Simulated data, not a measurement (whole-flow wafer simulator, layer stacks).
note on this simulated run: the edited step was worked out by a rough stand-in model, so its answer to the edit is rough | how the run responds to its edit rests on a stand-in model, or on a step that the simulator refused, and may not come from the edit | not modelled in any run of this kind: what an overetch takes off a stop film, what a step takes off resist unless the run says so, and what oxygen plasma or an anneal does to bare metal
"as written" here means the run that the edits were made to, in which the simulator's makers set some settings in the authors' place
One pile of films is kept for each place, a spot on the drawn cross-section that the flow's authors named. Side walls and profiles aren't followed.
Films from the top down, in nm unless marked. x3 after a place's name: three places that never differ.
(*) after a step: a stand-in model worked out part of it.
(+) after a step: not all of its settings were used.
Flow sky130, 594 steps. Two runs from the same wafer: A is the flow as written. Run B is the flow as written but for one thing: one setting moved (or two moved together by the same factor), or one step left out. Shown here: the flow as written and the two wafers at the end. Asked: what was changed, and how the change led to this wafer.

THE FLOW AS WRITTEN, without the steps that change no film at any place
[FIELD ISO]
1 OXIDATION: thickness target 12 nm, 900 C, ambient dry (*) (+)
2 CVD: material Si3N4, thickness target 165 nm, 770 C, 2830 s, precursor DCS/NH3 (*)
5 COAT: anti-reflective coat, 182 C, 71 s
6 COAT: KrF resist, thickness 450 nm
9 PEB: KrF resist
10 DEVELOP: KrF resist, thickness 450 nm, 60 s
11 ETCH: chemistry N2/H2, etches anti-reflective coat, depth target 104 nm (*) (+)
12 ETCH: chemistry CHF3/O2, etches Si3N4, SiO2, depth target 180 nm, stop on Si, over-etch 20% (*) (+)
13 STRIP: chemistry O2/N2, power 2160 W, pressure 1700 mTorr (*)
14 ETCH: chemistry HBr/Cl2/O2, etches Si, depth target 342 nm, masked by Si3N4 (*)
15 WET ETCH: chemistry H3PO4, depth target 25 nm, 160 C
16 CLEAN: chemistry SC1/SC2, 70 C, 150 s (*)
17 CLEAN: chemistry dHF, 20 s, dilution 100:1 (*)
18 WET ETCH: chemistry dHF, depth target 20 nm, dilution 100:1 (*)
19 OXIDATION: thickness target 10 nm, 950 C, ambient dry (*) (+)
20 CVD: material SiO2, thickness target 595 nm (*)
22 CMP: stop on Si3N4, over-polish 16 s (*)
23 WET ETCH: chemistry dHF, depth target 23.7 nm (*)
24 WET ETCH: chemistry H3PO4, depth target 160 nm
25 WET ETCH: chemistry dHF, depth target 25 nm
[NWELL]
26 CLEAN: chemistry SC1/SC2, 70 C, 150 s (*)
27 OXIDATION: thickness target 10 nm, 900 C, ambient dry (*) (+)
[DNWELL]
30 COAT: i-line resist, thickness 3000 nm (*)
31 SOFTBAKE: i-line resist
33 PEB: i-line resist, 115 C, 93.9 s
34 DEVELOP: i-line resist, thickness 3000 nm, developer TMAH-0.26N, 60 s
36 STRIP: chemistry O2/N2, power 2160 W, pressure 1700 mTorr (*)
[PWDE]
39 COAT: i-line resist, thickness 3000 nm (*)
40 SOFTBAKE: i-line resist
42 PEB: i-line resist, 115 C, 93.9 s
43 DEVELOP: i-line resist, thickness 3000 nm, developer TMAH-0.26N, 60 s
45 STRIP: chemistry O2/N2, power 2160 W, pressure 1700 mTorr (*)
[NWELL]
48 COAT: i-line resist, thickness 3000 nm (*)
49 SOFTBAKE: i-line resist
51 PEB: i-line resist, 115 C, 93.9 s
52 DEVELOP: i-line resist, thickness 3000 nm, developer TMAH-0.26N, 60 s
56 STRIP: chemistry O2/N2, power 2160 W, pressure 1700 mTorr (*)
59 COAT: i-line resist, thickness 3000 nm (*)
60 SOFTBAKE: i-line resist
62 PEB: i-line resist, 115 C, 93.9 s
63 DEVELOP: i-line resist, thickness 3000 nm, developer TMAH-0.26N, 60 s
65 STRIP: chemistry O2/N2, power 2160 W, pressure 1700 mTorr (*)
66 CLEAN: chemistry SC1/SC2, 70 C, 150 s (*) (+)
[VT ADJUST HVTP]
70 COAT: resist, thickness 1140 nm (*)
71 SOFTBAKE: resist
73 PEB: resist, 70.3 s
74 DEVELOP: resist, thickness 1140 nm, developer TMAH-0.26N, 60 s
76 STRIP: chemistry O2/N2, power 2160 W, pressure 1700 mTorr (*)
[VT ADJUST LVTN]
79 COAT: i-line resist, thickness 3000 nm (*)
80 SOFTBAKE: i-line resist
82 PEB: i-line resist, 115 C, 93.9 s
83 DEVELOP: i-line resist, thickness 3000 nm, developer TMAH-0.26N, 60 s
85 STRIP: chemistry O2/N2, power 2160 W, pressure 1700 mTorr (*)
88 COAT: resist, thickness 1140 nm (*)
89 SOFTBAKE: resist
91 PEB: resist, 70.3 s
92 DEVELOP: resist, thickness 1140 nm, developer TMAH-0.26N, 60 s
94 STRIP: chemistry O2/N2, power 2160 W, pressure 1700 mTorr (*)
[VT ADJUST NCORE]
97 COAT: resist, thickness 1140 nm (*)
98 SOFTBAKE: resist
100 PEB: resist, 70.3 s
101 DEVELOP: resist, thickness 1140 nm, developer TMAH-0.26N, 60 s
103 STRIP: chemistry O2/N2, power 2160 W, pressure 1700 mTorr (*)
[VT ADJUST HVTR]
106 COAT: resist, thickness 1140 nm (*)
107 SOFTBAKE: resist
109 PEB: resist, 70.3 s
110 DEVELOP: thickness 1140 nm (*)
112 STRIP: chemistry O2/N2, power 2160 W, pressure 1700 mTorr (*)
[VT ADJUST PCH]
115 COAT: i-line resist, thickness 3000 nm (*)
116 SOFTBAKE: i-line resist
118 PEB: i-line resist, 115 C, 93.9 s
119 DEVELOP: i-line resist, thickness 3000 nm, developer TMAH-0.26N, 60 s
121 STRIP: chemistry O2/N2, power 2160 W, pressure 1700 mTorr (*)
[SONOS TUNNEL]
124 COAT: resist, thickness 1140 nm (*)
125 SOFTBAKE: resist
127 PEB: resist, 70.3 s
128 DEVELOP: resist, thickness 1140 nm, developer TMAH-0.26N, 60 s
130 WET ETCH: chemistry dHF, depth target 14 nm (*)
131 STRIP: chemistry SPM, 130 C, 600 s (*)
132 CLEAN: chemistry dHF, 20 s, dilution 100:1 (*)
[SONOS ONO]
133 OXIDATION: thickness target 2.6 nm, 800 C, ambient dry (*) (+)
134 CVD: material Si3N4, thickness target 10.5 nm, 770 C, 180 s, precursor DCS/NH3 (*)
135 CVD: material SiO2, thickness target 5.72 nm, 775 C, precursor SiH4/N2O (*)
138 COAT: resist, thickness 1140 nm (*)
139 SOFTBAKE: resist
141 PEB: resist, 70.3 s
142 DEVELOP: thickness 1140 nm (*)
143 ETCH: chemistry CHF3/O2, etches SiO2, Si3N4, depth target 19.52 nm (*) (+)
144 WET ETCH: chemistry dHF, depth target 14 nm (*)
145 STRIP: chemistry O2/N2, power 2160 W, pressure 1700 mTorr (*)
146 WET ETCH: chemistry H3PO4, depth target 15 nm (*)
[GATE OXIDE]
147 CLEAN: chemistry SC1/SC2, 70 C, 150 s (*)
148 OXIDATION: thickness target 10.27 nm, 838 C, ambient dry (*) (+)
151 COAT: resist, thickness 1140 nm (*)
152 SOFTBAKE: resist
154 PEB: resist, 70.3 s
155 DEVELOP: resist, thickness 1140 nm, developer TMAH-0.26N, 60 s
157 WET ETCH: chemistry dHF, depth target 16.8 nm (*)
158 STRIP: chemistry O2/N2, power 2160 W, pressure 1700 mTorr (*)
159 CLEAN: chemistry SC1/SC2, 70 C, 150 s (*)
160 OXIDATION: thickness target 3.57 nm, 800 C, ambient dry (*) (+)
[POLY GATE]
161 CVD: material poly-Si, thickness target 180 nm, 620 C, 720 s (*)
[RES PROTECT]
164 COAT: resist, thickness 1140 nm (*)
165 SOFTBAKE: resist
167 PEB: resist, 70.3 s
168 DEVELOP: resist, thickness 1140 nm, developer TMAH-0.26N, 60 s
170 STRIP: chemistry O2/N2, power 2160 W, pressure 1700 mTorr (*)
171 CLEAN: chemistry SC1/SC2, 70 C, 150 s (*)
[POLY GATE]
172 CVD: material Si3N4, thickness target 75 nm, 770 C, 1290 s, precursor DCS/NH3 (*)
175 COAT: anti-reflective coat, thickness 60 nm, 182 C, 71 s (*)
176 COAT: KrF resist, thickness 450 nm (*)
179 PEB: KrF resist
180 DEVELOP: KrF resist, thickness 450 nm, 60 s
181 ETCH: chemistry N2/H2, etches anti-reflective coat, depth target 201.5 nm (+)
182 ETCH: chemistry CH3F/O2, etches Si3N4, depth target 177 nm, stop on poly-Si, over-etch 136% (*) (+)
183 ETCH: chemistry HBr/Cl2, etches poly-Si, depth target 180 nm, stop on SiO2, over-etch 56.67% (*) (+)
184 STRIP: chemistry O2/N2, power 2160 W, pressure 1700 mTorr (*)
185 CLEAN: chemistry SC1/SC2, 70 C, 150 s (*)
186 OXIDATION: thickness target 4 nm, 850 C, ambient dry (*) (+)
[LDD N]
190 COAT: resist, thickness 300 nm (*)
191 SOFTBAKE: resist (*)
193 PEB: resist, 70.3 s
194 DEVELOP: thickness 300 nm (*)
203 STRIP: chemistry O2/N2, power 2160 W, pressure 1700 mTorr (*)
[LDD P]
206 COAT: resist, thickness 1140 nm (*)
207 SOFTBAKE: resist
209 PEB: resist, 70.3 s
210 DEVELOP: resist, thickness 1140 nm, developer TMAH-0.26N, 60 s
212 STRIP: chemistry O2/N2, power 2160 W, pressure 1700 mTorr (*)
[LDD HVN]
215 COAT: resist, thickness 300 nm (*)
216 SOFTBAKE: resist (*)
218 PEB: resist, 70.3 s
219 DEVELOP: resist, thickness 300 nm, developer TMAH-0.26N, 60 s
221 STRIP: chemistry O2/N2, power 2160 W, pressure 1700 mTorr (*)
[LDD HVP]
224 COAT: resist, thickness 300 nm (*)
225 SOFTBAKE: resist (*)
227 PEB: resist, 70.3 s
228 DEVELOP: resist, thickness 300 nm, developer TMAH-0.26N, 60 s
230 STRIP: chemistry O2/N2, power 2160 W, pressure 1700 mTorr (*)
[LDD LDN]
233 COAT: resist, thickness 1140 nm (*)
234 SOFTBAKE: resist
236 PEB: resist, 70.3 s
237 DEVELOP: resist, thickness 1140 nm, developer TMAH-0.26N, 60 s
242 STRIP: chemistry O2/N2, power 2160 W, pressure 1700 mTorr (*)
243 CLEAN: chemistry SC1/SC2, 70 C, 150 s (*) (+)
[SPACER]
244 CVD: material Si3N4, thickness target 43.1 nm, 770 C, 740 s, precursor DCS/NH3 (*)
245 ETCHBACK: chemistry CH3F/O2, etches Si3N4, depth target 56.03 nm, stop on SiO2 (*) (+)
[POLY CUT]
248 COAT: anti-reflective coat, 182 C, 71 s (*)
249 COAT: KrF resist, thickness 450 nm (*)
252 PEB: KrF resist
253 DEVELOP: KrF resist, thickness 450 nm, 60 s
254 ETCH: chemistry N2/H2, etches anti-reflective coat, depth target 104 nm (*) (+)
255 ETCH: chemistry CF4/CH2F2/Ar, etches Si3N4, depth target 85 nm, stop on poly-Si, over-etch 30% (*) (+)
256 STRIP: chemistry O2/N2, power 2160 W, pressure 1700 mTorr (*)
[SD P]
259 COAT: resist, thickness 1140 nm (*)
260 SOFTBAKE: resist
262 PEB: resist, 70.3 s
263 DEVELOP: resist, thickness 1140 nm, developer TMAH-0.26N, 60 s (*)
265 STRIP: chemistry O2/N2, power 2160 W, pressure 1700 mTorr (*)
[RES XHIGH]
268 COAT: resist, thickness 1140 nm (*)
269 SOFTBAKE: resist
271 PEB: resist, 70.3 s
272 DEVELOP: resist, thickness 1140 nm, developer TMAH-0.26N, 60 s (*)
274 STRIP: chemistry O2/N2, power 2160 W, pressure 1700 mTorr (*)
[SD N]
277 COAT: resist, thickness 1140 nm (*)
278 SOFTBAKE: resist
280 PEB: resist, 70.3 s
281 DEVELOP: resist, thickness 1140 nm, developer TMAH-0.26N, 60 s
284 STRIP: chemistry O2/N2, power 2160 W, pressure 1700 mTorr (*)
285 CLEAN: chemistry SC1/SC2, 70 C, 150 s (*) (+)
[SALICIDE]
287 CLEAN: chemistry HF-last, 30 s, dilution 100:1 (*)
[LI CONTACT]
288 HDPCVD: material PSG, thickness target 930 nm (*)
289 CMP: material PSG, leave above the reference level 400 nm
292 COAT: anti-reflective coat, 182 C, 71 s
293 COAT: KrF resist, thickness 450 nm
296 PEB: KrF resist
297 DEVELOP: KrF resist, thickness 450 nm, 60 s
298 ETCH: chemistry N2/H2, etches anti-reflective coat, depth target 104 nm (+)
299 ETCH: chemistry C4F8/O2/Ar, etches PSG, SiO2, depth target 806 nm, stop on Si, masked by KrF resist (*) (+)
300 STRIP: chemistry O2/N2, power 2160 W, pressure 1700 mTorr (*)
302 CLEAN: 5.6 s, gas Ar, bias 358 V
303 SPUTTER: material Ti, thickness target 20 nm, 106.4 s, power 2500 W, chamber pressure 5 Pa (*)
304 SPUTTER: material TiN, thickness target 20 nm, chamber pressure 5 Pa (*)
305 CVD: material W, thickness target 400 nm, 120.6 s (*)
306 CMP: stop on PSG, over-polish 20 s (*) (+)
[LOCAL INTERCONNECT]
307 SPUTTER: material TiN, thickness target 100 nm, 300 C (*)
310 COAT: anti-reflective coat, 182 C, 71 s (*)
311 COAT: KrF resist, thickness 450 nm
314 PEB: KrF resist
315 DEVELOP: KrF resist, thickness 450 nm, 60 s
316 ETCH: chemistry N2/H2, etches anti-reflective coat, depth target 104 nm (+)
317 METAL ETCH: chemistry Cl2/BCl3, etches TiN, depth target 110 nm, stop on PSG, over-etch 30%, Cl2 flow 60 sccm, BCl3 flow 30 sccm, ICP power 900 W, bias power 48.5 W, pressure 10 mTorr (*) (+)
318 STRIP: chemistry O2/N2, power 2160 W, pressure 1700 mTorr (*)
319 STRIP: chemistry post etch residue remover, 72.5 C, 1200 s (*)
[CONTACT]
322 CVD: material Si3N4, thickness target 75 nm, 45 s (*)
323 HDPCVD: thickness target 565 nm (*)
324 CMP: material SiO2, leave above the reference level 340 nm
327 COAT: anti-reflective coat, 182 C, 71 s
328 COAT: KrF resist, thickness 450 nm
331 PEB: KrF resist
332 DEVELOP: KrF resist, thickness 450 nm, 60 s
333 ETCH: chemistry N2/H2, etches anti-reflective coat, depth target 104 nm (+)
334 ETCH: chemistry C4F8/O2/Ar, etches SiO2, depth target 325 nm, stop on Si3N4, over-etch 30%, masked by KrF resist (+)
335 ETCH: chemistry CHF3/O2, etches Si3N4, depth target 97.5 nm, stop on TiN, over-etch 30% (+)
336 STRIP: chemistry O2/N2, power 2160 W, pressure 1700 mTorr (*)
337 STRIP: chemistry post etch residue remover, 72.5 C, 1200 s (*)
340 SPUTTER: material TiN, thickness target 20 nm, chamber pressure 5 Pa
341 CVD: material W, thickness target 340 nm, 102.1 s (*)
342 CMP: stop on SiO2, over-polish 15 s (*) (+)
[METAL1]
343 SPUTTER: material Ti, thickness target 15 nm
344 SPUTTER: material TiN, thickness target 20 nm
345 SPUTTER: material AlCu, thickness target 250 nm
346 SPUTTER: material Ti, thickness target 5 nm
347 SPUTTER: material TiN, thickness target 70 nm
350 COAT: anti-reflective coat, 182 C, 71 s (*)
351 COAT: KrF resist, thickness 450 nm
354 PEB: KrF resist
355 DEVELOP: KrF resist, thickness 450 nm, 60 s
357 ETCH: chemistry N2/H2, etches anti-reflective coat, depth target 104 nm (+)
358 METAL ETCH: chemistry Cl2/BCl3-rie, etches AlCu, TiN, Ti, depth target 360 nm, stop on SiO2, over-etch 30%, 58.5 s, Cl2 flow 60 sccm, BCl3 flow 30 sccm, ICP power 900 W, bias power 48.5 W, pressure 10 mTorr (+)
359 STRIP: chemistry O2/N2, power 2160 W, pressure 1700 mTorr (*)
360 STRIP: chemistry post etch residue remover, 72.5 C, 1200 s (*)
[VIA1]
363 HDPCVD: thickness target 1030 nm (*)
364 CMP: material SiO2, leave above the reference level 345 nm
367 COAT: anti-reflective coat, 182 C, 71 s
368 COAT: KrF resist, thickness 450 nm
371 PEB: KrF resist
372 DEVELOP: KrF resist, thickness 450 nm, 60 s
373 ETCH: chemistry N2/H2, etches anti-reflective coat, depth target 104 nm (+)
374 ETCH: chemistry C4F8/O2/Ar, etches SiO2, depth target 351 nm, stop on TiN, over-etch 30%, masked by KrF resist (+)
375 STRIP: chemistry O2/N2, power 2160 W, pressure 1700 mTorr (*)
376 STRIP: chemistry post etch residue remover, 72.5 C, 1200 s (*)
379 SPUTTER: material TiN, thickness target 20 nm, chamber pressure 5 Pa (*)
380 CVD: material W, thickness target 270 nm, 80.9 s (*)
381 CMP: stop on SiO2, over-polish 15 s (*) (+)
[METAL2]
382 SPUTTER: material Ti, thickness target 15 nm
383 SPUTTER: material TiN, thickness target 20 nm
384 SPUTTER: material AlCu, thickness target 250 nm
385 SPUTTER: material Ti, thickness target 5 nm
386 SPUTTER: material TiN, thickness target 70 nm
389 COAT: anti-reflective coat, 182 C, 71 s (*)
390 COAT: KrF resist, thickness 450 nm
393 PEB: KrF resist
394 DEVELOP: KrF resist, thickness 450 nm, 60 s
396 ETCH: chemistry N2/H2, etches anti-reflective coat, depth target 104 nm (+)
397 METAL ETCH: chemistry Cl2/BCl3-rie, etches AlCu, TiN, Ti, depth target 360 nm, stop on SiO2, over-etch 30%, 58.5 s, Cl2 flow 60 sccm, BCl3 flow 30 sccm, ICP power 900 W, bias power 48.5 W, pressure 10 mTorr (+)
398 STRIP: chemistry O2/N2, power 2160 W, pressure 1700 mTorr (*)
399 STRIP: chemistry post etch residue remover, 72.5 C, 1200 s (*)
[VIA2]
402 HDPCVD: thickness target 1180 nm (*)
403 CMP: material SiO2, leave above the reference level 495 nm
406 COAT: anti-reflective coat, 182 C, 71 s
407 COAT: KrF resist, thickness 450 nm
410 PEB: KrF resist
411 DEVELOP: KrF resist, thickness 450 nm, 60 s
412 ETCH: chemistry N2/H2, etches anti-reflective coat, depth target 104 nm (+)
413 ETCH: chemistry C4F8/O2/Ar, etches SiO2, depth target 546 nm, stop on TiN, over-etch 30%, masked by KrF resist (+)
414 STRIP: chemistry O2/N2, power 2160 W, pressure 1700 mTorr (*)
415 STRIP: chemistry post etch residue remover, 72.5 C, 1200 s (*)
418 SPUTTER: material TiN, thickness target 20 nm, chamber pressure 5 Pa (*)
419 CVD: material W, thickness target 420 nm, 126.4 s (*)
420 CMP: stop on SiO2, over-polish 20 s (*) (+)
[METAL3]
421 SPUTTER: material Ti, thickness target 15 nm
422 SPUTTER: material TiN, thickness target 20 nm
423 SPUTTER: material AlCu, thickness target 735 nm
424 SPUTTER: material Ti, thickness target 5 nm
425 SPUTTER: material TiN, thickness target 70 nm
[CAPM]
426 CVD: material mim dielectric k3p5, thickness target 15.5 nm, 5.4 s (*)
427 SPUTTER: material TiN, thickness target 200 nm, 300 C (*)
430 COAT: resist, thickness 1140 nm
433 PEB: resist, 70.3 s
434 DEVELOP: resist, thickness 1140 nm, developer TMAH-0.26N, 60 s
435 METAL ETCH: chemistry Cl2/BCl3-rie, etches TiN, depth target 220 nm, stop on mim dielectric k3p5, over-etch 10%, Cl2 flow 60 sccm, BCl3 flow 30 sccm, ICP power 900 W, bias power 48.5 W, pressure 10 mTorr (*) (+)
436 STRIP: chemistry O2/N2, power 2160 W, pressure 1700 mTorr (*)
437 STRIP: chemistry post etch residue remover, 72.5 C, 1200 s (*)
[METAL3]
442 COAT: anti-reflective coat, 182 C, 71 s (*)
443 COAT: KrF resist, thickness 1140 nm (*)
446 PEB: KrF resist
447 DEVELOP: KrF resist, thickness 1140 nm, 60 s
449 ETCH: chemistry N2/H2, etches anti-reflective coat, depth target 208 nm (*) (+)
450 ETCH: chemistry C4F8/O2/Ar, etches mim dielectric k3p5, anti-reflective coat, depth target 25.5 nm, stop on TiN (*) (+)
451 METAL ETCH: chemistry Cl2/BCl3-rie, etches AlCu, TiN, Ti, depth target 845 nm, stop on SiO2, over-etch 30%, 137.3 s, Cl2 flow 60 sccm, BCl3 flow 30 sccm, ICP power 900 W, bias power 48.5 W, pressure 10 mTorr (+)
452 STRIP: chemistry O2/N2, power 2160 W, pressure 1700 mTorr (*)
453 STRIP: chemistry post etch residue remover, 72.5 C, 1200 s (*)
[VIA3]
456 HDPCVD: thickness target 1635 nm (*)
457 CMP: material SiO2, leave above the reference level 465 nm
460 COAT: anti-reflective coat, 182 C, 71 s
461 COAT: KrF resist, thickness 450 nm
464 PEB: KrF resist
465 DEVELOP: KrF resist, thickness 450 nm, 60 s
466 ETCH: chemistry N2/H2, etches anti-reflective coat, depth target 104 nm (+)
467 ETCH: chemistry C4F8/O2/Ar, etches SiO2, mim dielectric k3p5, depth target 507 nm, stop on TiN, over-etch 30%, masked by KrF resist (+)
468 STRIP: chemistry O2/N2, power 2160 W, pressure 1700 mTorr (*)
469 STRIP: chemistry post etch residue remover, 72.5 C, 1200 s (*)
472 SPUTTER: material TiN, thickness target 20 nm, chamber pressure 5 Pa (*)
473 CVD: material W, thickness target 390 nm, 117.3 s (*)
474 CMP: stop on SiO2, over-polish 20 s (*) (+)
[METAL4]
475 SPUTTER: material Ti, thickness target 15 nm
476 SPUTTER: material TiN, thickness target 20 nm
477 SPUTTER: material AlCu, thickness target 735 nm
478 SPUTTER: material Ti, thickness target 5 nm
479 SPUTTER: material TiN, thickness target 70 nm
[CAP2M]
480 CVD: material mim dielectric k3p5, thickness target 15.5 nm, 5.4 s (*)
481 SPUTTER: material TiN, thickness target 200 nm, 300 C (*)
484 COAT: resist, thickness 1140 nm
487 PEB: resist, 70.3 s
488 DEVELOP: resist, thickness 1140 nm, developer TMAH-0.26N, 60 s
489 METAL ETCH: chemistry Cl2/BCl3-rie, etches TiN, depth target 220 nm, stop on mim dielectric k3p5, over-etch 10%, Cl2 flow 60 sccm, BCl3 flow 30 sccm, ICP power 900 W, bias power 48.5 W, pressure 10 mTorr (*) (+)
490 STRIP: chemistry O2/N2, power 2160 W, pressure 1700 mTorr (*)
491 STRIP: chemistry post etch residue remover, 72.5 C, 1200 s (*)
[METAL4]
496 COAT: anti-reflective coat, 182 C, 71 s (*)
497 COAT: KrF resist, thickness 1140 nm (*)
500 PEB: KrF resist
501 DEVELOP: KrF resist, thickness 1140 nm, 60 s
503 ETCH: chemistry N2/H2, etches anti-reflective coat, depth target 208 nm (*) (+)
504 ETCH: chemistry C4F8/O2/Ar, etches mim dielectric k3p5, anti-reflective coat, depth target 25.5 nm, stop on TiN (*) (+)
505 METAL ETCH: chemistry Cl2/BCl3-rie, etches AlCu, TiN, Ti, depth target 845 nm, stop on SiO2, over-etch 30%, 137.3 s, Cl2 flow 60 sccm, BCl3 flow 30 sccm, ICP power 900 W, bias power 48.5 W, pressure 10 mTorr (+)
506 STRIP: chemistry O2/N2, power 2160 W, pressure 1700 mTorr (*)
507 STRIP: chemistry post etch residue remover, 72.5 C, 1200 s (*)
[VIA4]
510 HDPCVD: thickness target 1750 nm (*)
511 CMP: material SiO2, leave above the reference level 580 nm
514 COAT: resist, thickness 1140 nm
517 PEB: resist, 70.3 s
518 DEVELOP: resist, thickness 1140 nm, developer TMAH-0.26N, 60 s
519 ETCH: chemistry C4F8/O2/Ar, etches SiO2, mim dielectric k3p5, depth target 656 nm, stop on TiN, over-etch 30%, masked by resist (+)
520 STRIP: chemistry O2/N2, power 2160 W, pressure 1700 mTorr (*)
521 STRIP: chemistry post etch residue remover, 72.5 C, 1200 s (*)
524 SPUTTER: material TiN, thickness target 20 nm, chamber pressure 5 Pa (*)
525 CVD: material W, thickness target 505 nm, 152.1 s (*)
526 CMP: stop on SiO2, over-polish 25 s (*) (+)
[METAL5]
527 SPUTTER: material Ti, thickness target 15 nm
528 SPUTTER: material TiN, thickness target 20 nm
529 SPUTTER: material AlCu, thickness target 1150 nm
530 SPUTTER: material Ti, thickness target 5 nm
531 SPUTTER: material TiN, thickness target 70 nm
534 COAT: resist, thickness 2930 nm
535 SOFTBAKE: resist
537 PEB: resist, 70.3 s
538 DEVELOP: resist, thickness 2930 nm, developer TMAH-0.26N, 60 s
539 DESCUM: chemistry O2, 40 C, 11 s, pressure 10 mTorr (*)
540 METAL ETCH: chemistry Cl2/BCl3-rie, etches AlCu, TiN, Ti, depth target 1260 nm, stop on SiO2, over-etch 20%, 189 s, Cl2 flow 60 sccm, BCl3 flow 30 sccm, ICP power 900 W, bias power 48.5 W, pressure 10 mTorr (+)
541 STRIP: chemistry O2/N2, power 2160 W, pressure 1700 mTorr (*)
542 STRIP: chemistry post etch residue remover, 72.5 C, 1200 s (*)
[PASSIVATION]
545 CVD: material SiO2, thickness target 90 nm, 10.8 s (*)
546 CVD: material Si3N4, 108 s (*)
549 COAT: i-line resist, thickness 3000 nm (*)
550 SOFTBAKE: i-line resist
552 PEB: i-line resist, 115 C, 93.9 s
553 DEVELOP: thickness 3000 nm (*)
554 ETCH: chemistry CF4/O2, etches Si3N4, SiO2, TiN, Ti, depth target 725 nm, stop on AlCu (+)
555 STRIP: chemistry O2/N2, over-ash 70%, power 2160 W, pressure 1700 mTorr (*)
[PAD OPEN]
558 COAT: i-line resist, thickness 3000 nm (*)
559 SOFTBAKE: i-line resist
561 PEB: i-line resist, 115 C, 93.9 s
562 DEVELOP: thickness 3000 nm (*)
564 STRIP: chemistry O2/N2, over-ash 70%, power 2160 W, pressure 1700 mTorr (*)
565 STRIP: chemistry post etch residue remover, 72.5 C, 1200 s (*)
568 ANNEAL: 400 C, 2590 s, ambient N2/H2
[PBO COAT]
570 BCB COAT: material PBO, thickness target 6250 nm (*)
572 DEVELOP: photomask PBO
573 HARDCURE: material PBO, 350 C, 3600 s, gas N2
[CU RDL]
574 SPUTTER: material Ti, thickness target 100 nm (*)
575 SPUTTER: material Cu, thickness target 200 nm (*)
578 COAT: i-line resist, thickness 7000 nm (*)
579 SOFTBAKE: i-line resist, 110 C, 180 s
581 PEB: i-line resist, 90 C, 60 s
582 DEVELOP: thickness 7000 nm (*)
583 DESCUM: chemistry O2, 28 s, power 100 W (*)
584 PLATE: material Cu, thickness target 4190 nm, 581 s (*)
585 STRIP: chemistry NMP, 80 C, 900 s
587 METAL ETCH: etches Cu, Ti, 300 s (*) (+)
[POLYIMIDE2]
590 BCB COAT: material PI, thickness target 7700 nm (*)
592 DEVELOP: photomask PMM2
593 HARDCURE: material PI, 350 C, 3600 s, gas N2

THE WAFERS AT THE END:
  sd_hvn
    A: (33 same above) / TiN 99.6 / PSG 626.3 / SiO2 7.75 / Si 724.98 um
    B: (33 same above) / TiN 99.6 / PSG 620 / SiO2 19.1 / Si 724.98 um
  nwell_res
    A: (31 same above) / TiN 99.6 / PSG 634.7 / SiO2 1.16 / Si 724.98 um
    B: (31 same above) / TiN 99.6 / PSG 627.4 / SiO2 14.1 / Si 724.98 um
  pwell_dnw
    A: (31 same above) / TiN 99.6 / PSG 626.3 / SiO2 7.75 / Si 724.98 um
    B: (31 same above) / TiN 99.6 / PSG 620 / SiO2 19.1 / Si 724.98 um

The cause: step 186, OXIDATION: 1020 C was run, where the flow has 850 C.

How the change led to this, step by step:
  186 OXIDATION: thickness target 4 nm, 850 C, ambient dry (*) (+)
      field, mim, vpp_sp and 34 more: A SiO2 +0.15, Si -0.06 | B SiO2 +1.55, Si -0.68
      active, p_well, spacer and 26 more: A SiO2 +1.55, Si -0.68 | B SiO2 +14.5, Si -6.39
      (and at 47 more places)
  190 COAT: resist, thickness 300 nm (*)
      gate: A resist +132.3 (new film) | B resist +135.6 (new film)
      poly_ln: A resist +106.3 (new film) | B resist +110.3 (new film)
      (and at 11 more places)
  191 SOFTBAKE: resist (*)
      poly_endcap: A resist -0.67 | B resist -0.09
  193 PEB: resist, 70.3 s
      poly_endcap: A resist -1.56 | B resist -2.1
  194 DEVELOP: thickness 300 nm (*)
      gate: A resist -130 (all of it) | B resist -133.2 (all of it)
      gate_lvt_sd: A resist -121.9 (all of it) | B resist -125.2 (all of it)
      (and at 3 more places)
  203 STRIP: chemistry O2/N2, power 2160 W, pressure 1700 mTorr (*)
      poly_ln: A resist -104.3 (all of it) | B resist -108.2 (all of it)
      poly_dn: A resist -92 (all of it) | B resist -95.6 (all of it)
      (and at 6 more places)
  206 COAT: resist, thickness 1140 nm (*)
      poly_endcap: A resist +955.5 (new film) | B resist +991.7 (new film)
  207 SOFTBAKE: resist
      dep_nw_sti: A resist +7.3 | B resist +6.61
      poly_endcap: A resist -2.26 | B resist -6.78
      (and at 1 more place)
  209 PEB: resist, 70.3 s
      poly_endcap: A resist -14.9 | B resist -15.6
  212 STRIP: chemistry O2/N2, power 2160 W, pressure 1700 mTorr (*)
      poly_endcap: A resist -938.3 (all of it) | B resist -969.4 (all of it)
  215 COAT: resist, thickness 300 nm (*)
      gate: A resist +132.3 (new film) | B resist +135.6 (new film)
      poly_ln: A resist +106.3 (new film) | B resist +110.3 (new film)
      (and at 11 more places)
  216 SOFTBAKE: resist (*)
      poly_endcap: A resist -0.67 | B resist -0.09
  218 PEB: resist, 70.3 s
      poly_endcap: A resist -1.56 | B resist -2.1
  221 STRIP: chemistry O2/N2, power 2160 W, pressure 1700 mTorr (*)
      gate: A resist -130 (all of it) | B resist -133.2 (all of it)
      poly_ln: A resist -104.3 (all of it) | B resist -108.2 (all of it)
      (and at 11 more places)
  224 COAT: resist, thickness 300 nm (*)
      gate: A resist +132.3 (new film) | B resist +135.6 (new film)
      poly_ln: A resist +106.3 (new film) | B resist +110.3 (new film)
      (and at 11 more places)
  225 SOFTBAKE: resist (*)
      poly_endcap: A resist -0.67 | B resist -0.09
  ... 15 more steps ...
  304 SPUTTER: material TiN, thickness target 20 nm, chamber pressure 5 Pa (*)
      ndiff_licon_cpp: A TiN +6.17 (new film) | B TiN +6.74 (new film)
